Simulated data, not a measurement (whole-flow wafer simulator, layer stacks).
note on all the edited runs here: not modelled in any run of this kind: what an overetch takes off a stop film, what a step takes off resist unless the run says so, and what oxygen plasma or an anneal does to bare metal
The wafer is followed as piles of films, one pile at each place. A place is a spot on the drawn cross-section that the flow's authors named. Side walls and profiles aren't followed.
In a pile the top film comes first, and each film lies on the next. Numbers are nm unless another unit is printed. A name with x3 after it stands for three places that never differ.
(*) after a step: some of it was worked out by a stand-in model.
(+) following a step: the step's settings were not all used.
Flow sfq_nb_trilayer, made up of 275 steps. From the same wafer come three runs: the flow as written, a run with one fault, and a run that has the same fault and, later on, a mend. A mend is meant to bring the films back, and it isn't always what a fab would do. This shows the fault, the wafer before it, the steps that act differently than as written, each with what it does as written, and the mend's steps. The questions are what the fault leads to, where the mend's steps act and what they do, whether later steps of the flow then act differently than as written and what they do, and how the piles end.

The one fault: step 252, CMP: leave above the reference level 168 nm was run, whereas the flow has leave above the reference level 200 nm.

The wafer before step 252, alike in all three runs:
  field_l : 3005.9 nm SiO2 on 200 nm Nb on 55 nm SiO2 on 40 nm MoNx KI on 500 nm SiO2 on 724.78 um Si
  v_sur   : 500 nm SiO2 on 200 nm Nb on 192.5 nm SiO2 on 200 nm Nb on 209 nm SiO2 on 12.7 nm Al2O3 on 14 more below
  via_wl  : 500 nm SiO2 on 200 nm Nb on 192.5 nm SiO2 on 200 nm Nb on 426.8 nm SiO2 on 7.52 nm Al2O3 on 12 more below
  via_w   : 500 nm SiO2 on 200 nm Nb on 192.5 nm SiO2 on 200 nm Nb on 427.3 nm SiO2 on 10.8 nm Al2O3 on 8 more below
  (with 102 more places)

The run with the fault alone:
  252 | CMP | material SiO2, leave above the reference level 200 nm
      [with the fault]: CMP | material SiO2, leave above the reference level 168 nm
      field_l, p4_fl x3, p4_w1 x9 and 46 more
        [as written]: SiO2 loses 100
        [with the fault]: SiO2 loses 132
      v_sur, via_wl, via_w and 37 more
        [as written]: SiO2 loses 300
        [with the fault]: SiO2 loses 332
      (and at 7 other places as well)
  Later steps of the flow acting differently than as written (4 other steps are not shown; they differ only slightly, by no more than 2% or 0.5 nm, whichever is larger):
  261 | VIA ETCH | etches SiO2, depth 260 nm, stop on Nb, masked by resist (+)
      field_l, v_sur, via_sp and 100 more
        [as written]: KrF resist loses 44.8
        [with the fault]: KrF resist loses 43.4
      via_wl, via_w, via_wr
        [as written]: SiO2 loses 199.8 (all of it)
        [with the fault]: SiO2 loses 167.8 (all of it)
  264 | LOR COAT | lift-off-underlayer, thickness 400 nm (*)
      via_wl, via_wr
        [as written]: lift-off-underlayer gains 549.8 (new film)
        [with the fault]: lift-off-underlayer gains 525.8 (new film)
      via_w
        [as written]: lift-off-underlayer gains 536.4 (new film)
        [with the fault]: lift-off-underlayer gains 514.6 (new film)
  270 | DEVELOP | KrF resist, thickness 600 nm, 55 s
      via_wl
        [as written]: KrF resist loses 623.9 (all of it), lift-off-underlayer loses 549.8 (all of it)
        [with the fault]: KrF resist loses 619.8 (all of it), lift-off-underlayer loses 525.8 (all of it)
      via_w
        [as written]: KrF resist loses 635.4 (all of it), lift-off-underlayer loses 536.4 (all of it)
        [with the fault]: KrF resist loses 629.6 (all of it), lift-off-underlayer loses 514.6 (all of it)
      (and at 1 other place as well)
  The piles end different from the flow's at v_sur, via_sp, via_v and 83 more by more than 2% or 0.5 nm, whichever is larger.
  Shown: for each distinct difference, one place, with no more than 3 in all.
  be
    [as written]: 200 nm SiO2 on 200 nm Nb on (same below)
    [with the fault]: 168 nm SiO2 on 200 nm Nb on (same below)
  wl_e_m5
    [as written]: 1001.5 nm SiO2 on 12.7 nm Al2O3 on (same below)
    [with the fault]: 969.5 nm SiO2 on 12.7 nm Al2O3 on (same below)
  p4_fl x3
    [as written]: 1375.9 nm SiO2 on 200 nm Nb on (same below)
    [with the fault]: 1343.9 nm SiO2 on 200 nm Nb on (same below)

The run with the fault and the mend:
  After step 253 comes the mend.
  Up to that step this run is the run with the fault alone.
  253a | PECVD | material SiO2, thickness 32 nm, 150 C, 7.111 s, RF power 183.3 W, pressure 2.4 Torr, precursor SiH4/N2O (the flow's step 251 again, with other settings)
      field_l, v_sur, via_wl and 103 more
        SiO2 gains 32
  Every later step of the flow that is run acts as written at every place that is followed.
  By the end, the piles equal the flow's at every place that both follow.
